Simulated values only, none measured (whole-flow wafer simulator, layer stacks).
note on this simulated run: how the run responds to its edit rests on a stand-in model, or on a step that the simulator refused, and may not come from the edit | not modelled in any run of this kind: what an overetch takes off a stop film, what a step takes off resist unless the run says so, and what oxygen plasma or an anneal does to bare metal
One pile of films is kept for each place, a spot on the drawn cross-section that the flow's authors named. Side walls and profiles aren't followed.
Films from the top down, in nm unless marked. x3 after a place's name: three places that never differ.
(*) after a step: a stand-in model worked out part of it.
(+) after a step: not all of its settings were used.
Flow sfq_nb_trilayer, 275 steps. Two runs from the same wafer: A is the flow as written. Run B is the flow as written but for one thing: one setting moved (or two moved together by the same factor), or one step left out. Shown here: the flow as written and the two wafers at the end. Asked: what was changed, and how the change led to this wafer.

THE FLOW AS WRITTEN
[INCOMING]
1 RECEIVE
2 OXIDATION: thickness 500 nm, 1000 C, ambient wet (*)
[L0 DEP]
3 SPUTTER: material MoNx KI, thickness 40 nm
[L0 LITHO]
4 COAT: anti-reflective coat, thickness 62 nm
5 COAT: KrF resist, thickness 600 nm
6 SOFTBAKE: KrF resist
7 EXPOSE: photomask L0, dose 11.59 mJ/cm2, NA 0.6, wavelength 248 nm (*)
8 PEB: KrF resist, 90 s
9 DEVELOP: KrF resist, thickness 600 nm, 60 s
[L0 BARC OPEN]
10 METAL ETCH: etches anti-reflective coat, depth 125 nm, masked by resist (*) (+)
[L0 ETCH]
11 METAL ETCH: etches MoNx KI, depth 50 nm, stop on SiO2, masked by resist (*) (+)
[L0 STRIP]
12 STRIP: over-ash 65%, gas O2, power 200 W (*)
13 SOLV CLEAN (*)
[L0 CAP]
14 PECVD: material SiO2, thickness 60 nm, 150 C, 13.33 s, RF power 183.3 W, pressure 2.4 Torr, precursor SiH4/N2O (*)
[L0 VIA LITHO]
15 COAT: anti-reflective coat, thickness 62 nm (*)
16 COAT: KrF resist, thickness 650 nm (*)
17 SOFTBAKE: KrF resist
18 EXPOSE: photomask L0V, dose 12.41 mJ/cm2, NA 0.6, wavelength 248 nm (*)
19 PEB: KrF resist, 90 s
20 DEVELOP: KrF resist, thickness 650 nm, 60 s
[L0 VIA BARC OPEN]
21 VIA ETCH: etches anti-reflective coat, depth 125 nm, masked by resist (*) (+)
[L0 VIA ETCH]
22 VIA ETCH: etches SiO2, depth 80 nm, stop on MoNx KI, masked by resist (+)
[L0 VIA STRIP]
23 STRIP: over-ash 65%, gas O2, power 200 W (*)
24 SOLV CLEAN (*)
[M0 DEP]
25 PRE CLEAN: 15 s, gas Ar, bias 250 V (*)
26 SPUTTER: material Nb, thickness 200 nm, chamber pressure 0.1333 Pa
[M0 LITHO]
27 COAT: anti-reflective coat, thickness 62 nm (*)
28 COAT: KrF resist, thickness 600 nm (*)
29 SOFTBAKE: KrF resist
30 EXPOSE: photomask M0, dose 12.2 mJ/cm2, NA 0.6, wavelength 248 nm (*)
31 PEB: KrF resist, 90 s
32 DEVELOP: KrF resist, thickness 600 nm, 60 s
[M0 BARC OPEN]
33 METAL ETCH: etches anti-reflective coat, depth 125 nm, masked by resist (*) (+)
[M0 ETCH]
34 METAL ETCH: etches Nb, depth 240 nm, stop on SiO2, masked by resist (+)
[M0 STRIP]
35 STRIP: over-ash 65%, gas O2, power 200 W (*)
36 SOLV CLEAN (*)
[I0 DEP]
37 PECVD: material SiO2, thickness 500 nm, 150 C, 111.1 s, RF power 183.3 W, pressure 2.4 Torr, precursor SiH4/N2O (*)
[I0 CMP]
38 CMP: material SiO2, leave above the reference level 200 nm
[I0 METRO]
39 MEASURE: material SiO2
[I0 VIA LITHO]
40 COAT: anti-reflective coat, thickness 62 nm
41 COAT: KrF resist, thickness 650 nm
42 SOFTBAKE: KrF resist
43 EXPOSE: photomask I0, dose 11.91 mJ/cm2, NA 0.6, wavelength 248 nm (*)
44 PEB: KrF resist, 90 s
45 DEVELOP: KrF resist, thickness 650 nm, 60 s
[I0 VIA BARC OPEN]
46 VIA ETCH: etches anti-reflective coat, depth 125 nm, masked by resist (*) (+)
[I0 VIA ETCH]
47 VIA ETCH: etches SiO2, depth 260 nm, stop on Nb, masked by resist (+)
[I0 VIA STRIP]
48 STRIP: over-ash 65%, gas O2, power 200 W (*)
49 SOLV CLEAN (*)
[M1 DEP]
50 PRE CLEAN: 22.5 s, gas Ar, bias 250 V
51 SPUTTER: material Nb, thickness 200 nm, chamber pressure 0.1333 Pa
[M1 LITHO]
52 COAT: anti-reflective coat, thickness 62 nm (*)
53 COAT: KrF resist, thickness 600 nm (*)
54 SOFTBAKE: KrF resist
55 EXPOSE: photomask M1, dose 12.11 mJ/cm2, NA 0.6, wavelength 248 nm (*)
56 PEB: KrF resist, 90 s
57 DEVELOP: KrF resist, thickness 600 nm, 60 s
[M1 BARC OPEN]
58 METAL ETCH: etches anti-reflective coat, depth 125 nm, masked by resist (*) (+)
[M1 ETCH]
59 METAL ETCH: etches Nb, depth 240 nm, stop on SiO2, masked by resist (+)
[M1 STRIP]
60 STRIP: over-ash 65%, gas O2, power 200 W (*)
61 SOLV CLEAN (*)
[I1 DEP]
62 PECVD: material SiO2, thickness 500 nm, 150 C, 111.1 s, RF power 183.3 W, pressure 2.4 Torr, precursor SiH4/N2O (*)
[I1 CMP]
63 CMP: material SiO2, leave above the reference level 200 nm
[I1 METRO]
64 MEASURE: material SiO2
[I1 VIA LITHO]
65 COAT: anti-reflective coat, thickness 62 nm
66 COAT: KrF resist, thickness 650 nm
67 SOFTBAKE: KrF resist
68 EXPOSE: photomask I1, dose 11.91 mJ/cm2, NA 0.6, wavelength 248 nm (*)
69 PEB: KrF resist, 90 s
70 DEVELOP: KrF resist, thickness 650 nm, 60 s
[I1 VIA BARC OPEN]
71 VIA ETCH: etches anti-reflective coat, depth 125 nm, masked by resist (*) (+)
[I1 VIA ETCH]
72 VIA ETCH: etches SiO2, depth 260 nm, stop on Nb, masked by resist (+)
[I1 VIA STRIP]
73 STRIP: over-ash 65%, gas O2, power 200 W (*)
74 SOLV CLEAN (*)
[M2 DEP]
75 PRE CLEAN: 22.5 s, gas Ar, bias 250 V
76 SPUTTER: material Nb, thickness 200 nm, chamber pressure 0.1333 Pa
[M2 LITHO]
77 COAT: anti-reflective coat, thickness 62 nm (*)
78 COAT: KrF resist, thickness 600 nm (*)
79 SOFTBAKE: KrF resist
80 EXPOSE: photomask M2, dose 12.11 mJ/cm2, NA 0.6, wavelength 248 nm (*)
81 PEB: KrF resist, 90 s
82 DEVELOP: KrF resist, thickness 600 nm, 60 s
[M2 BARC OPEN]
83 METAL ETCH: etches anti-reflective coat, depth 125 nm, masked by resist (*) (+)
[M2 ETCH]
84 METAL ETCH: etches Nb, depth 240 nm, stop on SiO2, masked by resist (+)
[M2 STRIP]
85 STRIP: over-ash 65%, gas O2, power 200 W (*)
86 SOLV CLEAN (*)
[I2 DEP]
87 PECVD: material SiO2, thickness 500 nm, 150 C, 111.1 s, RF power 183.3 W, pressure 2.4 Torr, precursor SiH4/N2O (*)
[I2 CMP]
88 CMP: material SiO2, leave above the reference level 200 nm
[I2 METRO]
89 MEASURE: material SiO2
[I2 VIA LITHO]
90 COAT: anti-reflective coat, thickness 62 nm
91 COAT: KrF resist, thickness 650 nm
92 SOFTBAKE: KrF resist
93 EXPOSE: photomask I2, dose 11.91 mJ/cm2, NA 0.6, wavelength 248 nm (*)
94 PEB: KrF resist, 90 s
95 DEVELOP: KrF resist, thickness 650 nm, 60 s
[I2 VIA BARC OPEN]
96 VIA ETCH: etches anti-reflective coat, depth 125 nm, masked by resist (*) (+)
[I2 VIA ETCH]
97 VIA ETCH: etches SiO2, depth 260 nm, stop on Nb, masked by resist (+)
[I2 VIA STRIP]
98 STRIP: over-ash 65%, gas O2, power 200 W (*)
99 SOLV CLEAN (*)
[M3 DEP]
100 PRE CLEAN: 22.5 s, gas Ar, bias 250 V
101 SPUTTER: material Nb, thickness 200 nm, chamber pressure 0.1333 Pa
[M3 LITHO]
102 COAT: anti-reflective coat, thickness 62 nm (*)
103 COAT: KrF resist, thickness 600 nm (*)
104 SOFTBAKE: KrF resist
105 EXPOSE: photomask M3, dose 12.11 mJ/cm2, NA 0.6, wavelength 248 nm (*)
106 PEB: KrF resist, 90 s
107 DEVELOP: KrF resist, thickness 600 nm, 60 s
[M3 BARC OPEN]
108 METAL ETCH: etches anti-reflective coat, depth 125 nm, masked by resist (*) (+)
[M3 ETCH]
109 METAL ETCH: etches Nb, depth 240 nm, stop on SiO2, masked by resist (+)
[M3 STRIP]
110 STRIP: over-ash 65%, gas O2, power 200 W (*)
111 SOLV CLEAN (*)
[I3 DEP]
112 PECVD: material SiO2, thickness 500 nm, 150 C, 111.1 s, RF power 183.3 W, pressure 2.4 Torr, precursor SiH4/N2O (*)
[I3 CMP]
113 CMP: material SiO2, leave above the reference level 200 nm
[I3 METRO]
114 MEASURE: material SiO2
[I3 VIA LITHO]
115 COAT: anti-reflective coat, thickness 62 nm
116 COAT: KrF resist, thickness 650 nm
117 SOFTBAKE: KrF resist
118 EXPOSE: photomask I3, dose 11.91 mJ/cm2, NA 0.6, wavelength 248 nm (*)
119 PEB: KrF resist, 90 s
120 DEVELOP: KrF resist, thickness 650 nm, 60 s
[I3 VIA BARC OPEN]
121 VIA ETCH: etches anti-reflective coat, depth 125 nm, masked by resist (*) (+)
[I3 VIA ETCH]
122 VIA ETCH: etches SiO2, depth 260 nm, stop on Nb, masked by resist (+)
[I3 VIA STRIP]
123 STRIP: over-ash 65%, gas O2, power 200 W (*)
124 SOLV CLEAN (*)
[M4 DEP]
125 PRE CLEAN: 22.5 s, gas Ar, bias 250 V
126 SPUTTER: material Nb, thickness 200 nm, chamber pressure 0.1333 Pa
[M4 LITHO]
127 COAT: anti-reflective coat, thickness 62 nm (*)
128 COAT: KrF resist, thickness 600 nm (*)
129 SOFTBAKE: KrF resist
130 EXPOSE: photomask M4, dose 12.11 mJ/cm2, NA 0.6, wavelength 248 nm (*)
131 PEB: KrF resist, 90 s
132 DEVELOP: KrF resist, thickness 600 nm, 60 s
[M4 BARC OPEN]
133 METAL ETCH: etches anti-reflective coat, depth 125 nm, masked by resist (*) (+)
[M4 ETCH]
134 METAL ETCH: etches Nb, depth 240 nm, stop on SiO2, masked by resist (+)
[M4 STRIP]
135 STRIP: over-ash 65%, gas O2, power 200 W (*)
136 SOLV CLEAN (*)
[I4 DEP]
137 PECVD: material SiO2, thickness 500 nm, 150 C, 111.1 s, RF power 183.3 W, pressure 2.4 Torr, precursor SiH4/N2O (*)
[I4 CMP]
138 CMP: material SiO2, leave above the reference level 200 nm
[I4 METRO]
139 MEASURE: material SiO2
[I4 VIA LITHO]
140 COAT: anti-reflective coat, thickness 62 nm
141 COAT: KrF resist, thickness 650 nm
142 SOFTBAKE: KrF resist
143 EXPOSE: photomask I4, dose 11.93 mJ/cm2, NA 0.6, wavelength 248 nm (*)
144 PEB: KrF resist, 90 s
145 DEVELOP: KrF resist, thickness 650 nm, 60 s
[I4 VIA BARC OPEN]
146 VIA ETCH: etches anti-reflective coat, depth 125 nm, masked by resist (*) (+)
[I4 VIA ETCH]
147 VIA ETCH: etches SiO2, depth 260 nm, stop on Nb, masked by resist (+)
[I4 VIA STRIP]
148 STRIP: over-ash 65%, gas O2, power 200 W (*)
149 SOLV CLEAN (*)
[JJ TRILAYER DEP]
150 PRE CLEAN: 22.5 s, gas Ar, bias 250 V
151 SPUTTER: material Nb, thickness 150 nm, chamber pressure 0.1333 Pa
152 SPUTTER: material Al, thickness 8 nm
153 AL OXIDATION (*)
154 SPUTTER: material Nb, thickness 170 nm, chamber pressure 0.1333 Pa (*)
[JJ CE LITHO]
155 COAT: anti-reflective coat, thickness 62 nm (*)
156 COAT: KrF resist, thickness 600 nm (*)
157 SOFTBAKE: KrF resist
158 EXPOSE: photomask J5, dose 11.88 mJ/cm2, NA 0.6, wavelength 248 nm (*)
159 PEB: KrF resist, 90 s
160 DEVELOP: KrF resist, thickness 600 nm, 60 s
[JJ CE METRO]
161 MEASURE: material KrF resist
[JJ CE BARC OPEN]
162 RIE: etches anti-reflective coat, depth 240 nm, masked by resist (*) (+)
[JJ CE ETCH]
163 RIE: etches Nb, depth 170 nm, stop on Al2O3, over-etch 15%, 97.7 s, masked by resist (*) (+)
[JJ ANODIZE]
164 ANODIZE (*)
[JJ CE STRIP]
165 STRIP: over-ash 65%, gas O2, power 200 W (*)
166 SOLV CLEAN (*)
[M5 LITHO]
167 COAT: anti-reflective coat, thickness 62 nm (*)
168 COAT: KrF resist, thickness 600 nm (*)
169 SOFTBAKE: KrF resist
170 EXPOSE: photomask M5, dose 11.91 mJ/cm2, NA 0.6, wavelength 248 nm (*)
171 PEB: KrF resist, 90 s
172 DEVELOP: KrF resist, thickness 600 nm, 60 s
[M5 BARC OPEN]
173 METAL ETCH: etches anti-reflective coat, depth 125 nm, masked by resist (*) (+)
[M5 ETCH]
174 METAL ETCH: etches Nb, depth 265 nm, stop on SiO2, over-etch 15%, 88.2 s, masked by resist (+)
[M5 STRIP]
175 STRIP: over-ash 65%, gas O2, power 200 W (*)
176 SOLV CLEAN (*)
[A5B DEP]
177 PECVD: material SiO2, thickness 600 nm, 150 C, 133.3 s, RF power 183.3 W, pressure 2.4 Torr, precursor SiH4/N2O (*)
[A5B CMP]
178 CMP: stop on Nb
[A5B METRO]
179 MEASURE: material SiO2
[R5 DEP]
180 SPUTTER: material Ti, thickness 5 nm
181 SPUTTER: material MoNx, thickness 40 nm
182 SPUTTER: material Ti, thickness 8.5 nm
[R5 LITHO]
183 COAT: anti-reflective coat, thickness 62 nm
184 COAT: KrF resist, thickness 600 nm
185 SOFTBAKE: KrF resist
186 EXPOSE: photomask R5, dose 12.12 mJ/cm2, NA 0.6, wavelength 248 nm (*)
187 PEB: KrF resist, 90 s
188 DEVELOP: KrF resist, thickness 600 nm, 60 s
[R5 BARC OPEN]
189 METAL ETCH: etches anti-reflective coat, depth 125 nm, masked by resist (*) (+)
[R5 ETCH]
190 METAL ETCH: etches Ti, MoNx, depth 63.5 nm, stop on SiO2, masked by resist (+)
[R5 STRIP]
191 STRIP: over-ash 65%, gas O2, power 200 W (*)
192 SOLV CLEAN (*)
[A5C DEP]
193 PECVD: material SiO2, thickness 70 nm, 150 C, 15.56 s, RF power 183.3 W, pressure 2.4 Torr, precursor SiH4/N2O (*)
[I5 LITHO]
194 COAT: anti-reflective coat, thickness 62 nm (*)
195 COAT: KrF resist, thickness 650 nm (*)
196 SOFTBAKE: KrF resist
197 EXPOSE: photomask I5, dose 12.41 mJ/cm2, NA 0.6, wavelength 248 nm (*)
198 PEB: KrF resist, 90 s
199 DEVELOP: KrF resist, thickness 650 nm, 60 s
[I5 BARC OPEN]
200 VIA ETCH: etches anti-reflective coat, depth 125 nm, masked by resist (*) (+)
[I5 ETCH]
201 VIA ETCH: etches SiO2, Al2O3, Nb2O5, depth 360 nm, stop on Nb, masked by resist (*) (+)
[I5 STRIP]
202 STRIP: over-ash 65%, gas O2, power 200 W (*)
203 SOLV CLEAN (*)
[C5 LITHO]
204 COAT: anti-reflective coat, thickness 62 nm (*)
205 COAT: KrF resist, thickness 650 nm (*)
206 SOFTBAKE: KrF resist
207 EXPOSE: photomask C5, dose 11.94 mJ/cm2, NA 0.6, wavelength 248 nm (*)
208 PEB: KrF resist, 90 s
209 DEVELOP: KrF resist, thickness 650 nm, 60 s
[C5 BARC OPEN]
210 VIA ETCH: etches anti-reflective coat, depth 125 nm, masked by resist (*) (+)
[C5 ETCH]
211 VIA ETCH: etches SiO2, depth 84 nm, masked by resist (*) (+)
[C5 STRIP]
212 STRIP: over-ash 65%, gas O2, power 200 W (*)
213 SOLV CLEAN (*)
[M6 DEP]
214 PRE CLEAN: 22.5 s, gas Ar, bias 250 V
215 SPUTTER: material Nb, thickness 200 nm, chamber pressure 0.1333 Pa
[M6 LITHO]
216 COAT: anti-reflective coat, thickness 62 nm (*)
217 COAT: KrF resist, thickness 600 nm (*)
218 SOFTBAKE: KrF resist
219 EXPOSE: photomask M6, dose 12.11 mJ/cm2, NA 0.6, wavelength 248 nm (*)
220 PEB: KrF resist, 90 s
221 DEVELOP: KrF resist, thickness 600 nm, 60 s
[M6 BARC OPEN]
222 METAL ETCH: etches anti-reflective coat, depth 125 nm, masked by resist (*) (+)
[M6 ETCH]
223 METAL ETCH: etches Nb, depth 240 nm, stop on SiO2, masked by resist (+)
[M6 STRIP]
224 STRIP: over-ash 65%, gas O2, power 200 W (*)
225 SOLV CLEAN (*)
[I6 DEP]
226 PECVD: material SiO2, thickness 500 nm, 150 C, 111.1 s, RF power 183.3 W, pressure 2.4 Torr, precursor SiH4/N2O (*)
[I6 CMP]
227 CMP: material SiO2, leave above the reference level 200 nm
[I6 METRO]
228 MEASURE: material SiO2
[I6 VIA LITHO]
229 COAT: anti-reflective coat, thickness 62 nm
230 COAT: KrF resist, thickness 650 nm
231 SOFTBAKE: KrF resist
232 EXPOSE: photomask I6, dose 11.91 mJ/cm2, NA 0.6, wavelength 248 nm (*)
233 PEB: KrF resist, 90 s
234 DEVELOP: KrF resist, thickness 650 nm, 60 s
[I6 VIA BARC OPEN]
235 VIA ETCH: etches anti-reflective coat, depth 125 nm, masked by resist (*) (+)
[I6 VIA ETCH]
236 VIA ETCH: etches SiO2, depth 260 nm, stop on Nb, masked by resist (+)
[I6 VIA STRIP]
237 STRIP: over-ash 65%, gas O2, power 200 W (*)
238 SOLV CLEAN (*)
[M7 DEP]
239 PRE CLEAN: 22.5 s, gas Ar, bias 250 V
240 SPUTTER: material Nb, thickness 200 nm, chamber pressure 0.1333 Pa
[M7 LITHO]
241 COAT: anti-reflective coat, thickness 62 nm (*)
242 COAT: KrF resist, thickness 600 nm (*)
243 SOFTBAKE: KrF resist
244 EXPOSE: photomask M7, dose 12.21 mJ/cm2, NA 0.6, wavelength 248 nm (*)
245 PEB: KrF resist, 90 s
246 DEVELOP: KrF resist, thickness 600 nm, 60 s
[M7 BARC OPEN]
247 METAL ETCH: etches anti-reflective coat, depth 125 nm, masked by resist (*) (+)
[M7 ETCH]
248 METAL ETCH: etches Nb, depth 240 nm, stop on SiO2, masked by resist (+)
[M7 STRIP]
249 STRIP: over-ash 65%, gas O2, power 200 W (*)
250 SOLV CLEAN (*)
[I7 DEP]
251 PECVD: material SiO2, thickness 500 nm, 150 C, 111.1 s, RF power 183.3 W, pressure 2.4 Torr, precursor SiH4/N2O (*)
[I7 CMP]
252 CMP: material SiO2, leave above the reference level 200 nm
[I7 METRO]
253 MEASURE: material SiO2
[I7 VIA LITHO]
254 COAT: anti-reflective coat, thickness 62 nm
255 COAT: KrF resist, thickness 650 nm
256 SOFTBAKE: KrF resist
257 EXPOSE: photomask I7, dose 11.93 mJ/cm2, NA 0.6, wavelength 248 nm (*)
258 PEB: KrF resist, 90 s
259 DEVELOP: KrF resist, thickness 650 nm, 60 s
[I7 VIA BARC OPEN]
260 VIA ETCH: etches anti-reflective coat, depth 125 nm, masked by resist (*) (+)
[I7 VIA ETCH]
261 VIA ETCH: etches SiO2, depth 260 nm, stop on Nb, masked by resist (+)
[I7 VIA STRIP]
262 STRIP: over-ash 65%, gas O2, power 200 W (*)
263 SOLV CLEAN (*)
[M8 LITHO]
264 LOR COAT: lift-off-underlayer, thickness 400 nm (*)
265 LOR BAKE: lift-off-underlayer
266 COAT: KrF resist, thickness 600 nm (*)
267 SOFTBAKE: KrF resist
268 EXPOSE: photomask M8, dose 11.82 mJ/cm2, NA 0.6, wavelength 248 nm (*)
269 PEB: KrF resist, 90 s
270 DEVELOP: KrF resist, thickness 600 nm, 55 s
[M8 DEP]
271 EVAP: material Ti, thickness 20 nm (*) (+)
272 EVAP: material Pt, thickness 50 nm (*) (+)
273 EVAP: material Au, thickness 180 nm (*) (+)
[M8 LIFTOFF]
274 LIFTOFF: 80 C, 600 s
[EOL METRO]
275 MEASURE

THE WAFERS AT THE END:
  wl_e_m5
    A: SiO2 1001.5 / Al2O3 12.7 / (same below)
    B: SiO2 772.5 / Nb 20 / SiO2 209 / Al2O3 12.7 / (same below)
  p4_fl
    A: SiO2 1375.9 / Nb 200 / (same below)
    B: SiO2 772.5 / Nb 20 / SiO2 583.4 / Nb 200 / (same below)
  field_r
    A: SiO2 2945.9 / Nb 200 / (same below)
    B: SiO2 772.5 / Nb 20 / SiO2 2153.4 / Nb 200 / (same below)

The cause: step 223, METAL ETCH: depth 180 nm was run, where the flow has depth 240 nm.

How the change led to this, step by step:
  223 METAL ETCH: etches Nb, depth 240 nm, stop on SiO2, masked by resist (+)
      field_l, gap, moat and 76 more: A Nb -200 (all of it) | B Nb -180
      v_sur, via_wl, via_w and 24 more: A KrF resist -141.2 | B KrF resist -105.9
  224 STRIP: over-ash 65%, gas O2, power 200 W (*)
      wl_j_sl, wl_j_sr: A KrF resist -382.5 (all of it), anti-reflective coat -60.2 (all of it) | B KrF resist -417.8 (all of it), anti-reflective coat -60.2 (all of it)
      wl_c_m6, wl_f_m6: A KrF resist -382.3 (all of it), anti-reflective coat -62 (all of it) | B KrF resist -417.6 (all of it), anti-reflective coat -62 (all of it)
      (and at 23 more places)
  226 PECVD: material SiO2, thickness 500 nm, 150 C, 111.1 s, RF power 183.3 W, pressure 2.4 Torr, precursor SiH4/N2O (*)
      field_l, p4_fl, p4_fm and 62 more: A SiO2 +500 | B SiO2 +500 (new film)
      moat, field_r, lsp_l, ln_m5, lsp_m: A SiO2 +493.6 | B SiO2 +494.2 (new film)
      (and at 9 more places)
  227 CMP: material SiO2, leave above the reference level 200 nm
      field_l, p4_fl, p4_fm and 59 more: A SiO2 -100 | B SiO2 -120
      moat, field_r, lsp_l, ln_m5, lsp_m: A SiO2 -93.6 | B SiO2 -114.2
      (and at 8 more places)
Counting metal films that touch as one body, wl_e_m5 has 7 bodies (between them, from the top down: SiO2 209 / Al2O3 12.7 / Nb2O5 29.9; SiO2 192.5; SiO2 192.5; SiO2 192.5; SiO2 192.5; SiO2 192.5); the flow as written gives 6 bodies (between them, from the top down: SiO2 192.5; SiO2 192.5; SiO2 192.5; SiO2 192.5; SiO2 192.5).
Counting metal films that touch as one body, p4_fl has 3 bodies (between them, from the top down: SiO2 583.4; SiO2 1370); the flow as written gives 2 bodies (between them, from the top down: SiO2 1370).
Counting metal films that touch as one body, field_r has 2 bodies (between them, from the top down: SiO2 2153.4); the flow as written gives 1 body.
